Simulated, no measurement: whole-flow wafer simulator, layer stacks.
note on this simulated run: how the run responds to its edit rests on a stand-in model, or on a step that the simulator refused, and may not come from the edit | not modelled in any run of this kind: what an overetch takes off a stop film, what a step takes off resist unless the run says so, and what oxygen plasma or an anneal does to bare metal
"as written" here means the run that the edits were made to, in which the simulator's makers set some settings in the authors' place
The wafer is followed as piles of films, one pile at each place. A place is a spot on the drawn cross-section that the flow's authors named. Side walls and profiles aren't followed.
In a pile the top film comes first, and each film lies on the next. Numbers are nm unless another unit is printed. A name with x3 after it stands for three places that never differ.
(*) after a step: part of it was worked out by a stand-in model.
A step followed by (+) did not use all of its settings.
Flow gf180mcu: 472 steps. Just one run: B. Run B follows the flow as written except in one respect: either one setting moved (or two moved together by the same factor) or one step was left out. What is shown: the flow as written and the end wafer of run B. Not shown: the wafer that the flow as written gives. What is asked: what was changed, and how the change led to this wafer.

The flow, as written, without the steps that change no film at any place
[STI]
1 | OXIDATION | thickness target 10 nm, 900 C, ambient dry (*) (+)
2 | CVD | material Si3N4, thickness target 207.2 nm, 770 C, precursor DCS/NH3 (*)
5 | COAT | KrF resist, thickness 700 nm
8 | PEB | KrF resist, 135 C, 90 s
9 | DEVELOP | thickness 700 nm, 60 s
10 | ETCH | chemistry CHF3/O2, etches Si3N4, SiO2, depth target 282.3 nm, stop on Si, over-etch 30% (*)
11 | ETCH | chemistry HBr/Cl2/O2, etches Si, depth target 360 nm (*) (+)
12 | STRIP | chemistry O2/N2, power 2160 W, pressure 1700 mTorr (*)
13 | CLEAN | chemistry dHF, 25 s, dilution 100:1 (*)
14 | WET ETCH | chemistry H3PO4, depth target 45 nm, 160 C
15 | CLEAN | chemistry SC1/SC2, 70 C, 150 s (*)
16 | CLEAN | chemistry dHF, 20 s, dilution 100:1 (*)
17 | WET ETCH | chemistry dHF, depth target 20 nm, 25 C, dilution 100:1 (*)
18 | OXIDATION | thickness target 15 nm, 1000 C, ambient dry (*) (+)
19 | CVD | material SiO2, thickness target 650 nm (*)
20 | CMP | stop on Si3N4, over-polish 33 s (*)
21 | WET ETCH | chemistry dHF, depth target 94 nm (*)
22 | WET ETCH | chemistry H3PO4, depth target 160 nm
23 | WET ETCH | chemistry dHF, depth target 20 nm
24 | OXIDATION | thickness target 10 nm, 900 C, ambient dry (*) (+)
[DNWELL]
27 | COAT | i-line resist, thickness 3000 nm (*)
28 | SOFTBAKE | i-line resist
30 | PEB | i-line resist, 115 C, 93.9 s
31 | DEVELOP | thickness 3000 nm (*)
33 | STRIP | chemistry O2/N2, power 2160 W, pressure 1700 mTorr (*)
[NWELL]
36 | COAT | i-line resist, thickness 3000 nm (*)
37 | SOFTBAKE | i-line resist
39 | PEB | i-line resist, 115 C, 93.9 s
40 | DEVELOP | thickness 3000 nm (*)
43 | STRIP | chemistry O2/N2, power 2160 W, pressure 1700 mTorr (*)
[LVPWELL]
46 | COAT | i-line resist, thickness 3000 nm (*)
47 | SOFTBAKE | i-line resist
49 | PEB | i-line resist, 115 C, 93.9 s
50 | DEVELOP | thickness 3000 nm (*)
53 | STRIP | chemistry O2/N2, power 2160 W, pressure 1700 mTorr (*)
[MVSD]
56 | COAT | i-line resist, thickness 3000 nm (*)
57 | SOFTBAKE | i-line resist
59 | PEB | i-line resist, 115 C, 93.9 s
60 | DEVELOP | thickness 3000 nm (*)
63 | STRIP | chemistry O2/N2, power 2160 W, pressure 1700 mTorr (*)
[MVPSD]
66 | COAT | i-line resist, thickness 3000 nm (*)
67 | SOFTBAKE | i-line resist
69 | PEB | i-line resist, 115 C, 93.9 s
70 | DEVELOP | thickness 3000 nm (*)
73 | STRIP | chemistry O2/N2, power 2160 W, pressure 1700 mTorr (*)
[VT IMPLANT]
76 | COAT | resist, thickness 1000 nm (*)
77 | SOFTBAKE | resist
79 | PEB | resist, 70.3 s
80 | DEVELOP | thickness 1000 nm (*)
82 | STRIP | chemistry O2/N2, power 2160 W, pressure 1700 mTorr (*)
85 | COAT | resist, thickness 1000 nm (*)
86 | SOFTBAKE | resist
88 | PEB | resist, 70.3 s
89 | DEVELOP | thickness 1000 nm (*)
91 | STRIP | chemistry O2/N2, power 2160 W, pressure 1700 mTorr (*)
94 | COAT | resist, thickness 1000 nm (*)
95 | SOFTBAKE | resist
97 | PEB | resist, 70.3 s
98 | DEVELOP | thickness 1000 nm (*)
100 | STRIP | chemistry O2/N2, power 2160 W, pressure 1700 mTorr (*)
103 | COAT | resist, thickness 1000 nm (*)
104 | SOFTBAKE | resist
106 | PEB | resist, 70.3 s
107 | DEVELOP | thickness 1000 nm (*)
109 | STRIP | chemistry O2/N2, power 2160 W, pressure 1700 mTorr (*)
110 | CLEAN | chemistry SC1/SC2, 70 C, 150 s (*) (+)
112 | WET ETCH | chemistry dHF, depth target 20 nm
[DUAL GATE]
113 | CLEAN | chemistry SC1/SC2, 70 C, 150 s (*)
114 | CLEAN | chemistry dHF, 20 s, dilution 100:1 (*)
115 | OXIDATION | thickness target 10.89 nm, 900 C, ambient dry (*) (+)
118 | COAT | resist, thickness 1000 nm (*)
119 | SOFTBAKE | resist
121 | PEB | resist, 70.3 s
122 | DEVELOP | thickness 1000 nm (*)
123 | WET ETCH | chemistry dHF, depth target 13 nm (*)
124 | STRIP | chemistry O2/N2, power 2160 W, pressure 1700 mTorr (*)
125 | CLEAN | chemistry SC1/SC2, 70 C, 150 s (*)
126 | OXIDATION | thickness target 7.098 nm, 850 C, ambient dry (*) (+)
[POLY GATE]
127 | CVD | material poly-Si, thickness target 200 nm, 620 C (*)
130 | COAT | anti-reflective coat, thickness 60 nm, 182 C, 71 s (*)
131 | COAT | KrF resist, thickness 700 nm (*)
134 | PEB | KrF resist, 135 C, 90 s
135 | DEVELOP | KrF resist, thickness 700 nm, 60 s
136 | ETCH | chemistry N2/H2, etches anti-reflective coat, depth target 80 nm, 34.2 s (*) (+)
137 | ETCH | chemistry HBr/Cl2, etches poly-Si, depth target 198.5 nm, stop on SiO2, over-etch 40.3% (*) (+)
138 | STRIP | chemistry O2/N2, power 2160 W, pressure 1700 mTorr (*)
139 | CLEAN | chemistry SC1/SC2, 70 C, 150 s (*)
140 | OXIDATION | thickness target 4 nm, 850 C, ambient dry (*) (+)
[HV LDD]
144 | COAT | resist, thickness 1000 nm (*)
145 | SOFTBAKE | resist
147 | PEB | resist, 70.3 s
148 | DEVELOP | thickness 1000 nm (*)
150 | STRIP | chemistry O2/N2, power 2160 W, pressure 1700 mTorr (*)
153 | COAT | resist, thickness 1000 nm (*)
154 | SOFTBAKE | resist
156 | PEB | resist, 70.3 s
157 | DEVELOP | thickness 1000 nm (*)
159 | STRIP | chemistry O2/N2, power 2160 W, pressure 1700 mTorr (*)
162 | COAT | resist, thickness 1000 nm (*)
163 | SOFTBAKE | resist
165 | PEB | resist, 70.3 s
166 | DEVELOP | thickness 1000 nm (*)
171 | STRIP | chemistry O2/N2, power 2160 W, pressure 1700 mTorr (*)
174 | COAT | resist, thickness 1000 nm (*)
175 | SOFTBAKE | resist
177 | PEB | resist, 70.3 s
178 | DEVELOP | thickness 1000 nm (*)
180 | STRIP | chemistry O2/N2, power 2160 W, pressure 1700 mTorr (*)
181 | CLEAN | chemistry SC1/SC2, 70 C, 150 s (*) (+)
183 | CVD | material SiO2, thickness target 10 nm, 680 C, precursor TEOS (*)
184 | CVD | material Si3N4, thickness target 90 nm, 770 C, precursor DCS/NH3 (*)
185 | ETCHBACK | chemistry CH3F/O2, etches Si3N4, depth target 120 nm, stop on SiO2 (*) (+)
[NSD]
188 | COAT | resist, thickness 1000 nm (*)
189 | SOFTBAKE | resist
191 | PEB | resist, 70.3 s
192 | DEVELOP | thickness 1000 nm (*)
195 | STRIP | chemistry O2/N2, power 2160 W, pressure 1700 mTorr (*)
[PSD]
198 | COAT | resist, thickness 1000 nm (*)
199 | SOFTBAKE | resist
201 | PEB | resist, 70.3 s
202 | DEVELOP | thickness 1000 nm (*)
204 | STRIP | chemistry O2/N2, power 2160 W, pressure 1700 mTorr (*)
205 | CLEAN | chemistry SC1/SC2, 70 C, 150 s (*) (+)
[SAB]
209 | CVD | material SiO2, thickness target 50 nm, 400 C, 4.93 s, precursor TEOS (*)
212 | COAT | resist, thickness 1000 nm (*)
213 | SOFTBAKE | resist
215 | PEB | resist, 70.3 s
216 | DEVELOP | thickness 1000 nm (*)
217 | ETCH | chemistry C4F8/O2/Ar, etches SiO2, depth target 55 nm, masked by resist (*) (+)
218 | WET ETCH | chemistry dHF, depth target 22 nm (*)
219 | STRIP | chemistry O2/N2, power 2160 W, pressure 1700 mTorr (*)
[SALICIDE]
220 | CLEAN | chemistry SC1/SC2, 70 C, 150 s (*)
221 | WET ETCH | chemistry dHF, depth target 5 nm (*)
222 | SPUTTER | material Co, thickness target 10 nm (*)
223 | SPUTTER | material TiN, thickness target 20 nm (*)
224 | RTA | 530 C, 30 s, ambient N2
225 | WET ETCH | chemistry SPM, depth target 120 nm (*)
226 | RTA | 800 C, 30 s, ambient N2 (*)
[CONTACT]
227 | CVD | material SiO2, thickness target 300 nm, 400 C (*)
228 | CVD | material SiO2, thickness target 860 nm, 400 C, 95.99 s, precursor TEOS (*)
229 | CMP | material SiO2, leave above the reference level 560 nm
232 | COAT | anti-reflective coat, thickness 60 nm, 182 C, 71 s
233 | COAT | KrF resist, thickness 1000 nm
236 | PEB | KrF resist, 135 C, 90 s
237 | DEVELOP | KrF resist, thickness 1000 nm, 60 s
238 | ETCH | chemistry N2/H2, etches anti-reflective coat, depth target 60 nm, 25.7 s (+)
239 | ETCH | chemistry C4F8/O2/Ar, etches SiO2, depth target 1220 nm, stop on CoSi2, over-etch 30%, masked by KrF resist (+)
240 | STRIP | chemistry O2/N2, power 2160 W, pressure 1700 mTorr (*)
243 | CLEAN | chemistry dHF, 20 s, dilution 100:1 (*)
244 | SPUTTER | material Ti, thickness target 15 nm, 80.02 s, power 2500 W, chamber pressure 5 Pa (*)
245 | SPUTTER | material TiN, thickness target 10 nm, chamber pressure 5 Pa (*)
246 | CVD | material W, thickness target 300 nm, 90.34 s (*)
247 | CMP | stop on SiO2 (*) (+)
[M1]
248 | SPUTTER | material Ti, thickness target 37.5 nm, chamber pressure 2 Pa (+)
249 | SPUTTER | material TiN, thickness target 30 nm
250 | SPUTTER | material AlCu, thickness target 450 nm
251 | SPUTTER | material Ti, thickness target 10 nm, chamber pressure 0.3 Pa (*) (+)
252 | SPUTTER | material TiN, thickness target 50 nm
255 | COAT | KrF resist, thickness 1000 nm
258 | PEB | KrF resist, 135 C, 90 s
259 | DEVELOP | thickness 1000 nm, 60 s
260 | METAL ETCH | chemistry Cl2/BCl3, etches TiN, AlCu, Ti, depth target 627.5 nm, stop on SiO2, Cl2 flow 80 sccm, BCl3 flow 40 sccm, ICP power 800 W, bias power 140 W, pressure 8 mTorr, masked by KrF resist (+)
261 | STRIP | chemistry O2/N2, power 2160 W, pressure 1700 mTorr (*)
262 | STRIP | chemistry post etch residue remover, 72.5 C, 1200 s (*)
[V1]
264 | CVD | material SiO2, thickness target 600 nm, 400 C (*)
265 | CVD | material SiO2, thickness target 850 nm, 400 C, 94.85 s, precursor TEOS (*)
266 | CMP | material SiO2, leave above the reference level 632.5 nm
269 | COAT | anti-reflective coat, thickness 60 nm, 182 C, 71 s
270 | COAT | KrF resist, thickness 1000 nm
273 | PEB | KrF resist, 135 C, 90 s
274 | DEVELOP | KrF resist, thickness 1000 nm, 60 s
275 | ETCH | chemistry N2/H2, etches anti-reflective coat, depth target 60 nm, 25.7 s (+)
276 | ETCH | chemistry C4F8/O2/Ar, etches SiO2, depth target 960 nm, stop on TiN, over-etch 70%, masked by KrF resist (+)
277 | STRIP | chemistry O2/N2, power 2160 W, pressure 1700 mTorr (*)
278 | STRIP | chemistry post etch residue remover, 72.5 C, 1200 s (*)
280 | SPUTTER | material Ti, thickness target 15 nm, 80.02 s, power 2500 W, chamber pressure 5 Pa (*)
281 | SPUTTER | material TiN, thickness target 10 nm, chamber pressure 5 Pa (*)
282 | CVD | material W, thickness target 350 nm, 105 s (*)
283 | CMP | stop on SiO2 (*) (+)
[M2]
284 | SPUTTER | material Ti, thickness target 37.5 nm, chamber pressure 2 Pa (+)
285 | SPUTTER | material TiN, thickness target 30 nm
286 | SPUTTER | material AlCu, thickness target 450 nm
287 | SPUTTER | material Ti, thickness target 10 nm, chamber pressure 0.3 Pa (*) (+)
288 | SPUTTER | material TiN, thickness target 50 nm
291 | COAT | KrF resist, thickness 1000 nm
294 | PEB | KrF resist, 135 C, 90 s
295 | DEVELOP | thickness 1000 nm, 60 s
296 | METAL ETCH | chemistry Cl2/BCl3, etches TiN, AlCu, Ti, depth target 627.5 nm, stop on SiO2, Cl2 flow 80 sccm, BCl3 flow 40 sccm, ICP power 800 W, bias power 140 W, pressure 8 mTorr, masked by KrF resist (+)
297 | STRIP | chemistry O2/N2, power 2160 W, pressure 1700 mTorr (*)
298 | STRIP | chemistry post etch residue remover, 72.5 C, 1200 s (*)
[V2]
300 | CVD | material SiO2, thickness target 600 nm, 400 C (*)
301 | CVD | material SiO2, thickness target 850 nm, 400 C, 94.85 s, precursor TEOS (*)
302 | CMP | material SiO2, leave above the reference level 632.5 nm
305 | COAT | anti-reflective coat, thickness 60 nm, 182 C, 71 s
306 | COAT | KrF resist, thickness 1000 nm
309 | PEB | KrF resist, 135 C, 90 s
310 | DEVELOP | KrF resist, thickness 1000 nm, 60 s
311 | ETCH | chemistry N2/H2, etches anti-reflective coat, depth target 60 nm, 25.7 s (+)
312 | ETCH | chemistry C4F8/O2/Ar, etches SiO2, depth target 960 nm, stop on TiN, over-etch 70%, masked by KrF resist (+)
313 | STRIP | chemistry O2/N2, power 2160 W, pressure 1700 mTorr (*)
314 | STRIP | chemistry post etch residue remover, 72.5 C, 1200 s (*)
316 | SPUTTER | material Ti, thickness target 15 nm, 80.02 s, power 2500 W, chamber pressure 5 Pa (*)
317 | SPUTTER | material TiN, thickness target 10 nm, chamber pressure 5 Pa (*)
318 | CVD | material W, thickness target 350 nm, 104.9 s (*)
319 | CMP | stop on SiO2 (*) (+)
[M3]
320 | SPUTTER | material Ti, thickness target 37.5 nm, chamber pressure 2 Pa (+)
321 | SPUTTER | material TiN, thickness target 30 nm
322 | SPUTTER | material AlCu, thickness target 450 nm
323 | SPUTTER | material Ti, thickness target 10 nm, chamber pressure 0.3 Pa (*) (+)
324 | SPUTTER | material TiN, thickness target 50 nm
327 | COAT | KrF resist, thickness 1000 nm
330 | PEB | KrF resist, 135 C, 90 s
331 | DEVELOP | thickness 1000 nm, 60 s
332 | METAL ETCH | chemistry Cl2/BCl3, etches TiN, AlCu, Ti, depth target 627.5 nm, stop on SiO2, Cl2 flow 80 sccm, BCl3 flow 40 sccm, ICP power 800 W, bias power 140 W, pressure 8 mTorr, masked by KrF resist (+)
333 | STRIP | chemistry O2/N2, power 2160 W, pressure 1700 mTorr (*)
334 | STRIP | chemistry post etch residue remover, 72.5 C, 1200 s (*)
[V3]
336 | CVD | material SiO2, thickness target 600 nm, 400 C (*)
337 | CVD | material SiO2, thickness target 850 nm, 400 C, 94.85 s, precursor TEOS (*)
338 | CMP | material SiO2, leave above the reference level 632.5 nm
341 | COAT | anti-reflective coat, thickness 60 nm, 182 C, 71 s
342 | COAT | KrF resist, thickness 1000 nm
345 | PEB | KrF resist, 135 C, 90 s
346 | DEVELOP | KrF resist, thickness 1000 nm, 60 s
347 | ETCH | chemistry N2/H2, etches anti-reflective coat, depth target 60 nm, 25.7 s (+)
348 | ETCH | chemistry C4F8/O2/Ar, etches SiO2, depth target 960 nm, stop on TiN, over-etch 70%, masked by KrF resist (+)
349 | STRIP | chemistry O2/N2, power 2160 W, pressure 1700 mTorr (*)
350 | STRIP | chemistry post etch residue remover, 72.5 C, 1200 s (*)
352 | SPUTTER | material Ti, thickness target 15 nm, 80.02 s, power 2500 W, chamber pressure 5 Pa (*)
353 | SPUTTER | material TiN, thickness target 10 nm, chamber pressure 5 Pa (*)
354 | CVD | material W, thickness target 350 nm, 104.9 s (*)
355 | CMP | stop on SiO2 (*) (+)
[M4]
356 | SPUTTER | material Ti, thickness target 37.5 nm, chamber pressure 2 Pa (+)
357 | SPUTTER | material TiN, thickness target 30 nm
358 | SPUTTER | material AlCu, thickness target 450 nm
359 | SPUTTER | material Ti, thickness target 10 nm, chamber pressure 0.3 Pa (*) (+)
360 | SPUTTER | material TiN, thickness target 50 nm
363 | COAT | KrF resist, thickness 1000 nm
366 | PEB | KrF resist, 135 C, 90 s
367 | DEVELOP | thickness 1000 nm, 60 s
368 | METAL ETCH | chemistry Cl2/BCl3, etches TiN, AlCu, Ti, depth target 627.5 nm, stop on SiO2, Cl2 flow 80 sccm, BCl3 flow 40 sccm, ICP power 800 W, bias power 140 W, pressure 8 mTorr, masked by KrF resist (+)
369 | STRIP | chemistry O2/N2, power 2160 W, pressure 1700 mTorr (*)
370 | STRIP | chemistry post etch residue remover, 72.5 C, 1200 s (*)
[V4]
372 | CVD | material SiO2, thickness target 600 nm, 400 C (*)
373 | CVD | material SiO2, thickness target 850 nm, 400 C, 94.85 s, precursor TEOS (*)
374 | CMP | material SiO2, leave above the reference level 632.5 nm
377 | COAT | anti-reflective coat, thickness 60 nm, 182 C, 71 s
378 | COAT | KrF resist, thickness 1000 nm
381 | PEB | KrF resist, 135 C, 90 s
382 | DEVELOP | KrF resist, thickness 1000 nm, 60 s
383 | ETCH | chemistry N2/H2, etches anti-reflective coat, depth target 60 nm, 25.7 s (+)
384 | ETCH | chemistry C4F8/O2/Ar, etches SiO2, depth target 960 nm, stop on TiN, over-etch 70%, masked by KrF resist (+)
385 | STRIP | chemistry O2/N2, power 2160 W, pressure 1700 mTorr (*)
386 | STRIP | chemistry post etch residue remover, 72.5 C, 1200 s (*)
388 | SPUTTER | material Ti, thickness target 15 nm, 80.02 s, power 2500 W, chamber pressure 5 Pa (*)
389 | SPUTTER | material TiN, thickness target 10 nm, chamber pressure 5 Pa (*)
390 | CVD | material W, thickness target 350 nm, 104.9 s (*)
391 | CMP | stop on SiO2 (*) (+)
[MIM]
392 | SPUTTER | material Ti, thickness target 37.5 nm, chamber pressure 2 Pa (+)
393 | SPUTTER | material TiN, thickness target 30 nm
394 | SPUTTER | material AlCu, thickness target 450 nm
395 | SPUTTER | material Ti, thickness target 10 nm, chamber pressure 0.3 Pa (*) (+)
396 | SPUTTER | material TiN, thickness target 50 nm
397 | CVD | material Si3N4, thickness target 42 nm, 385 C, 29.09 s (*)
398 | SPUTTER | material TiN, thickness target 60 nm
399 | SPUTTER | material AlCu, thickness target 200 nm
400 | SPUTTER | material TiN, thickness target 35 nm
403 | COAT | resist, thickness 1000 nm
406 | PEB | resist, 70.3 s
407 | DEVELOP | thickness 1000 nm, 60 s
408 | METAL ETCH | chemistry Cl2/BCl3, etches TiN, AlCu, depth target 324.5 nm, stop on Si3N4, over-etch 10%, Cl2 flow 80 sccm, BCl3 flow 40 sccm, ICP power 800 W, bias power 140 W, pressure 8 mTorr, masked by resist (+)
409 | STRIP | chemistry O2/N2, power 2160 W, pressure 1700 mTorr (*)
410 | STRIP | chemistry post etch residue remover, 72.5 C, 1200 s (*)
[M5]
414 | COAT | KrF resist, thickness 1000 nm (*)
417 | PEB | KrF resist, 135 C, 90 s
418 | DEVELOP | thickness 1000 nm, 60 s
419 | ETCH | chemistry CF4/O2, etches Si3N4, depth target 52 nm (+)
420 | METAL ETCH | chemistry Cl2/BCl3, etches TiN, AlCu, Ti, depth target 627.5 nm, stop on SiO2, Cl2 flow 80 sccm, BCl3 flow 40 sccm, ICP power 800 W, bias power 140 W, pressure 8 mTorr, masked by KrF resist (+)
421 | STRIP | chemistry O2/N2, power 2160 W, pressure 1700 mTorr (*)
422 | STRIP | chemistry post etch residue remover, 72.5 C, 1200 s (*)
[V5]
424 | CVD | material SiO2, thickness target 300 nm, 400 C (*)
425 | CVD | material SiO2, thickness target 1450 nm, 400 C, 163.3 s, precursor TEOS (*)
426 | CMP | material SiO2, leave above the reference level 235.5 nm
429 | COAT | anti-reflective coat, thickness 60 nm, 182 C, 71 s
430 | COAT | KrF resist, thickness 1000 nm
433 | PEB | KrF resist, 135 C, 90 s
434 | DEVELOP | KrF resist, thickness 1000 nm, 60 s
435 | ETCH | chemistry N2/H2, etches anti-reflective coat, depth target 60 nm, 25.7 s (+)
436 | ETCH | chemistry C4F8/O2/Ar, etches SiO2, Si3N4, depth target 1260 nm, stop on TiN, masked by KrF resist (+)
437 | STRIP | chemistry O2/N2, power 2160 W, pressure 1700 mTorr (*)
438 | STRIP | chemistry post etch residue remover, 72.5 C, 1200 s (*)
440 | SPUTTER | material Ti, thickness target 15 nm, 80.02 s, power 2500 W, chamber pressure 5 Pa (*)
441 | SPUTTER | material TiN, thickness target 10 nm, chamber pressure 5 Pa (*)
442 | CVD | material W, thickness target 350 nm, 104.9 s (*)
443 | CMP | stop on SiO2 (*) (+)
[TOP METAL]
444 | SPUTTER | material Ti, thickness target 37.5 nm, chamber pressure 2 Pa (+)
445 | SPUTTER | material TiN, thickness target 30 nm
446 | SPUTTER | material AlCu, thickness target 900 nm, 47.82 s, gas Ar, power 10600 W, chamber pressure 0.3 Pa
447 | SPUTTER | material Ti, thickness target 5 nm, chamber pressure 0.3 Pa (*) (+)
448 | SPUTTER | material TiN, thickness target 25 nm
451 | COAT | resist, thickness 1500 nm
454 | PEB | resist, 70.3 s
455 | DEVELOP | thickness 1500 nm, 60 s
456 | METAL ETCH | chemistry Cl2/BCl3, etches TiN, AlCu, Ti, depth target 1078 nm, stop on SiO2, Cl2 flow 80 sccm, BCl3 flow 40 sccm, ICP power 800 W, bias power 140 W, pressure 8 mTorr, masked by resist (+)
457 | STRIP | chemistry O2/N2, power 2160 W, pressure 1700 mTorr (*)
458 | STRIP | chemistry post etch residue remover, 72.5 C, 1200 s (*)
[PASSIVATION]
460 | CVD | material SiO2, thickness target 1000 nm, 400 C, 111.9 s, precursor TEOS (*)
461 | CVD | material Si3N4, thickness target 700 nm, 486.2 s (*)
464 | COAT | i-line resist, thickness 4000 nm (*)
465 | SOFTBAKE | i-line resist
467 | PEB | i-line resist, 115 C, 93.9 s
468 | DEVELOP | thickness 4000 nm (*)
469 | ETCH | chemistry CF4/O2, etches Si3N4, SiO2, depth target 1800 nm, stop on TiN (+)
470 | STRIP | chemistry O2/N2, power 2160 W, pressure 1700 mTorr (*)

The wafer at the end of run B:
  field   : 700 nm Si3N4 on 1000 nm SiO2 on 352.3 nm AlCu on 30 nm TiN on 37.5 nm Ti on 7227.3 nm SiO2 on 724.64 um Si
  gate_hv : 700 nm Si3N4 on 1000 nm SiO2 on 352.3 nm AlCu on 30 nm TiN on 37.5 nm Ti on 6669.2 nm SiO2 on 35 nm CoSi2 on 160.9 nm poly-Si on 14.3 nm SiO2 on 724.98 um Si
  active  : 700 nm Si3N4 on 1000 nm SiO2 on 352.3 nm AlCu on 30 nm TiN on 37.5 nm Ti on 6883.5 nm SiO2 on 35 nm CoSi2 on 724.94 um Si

The reason: step 446, SPUTTER: 74.12 s was run, though the flow has 47.82 s.

How this came from the change, step by step:
  446 | SPUTTER | material AlCu, thickness target 900 nm, 47.82 s, gas Ar, power 10600 W, chamber pressure 0.3 Pa
      field, field__w1, field__w2 and 109 more: +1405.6 AlCu (new film) (as written it would have been: +900 AlCu (new film))
  456 | METAL ETCH | chemistry Cl2/BCl3, etches TiN, AlCu, Ti, depth target 1078 nm, stop on SiO2, Cl2 flow 80 sccm, BCl3 flow 40 sccm, ICP power 800 W, bias power 140 W, pressure 8 mTorr, masked by resist (+)
      field, field__w1, field__w2 and 103 more: -25 TiN (all of it), -5 Ti (all of it), -1047.5 AlCu (as written it would have been: -25 TiN (all of it), -5 Ti (all of it), -900 AlCu (all of it), -30 TiN (all of it), -37.5 Ti (all of it))
  458 | STRIP | chemistry post etch residue remover, 72.5 C, 1200 s (*)
      field, field__w1, field__w2 and 103 more: -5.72 AlCu (as written it would have been: nothing)
  460 | CVD | material SiO2, thickness target 1000 nm, 400 C, 111.9 s, precursor TEOS (*)
      field, field__w1, field__w2 and 103 more: +1000 SiO2 (new film) (as written it would have been: +1000 SiO2)
  464 | COAT | i-line resist, thickness 4000 nm (*)
      field__w8: +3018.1 i-line resist (new film) (as written it would have been: +3093.1 i-line resist (new film))
      contact: +3059.2 i-line resist (new film) (as written it would have been: +3153.6 i-line resist (new film))
      (as well as at 4 more places)
  465 | SOFTBAKE | i-line resist
      ld_acc_p, ld_fp_p, ld_drift_p: +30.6 i-line resist (as written it would have been: +33.8 i-line resist)
      field__w1: -16 i-line resist (as written it would have been: -14.6 i-line resist)
      (as well as at 56 more places)
  467 | PEB | i-line resist, 115 C, 93.9 s
      field__w8, m1__w1: -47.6 i-line resist (as written it would have been: -49.2 i-line resist)
      contact, m1: -47.9 i-line resist (as written it would have been: -49.6 i-line resist)
      (as well as at 2 more places)
  468 | DEVELOP | thickness 4000 nm (*)
      pad: -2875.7 i-line resist (all of it) (as written it would have been: -2960.4 i-line resist (all of it))
  470 | STRIP | chemistry O2/N2, power 2160 W, pressure 1700 mTorr (*)
      field__w8: -1694 i-line resist (all of it) (as written it would have been: -1775.9 i-line resist (all of it))
      contact: -1709.2 i-line resist (all of it) (as written it would have been: -1798.3 i-line resist (all of it))
      (as well as at 3 more places)
With metal films that touch counted as one body, field has 1 body; the flow as written gives 0 bodies.
With metal films that touch counted as one body, gate_hv has 2 bodies (between them, from the top down: SiO2 6669.2); the flow as written gives 1 body.
With metal films that touch counted as one body, active has 2 bodies (between them, from the top down: SiO2 6883.5); the flow as written gives 1 body.
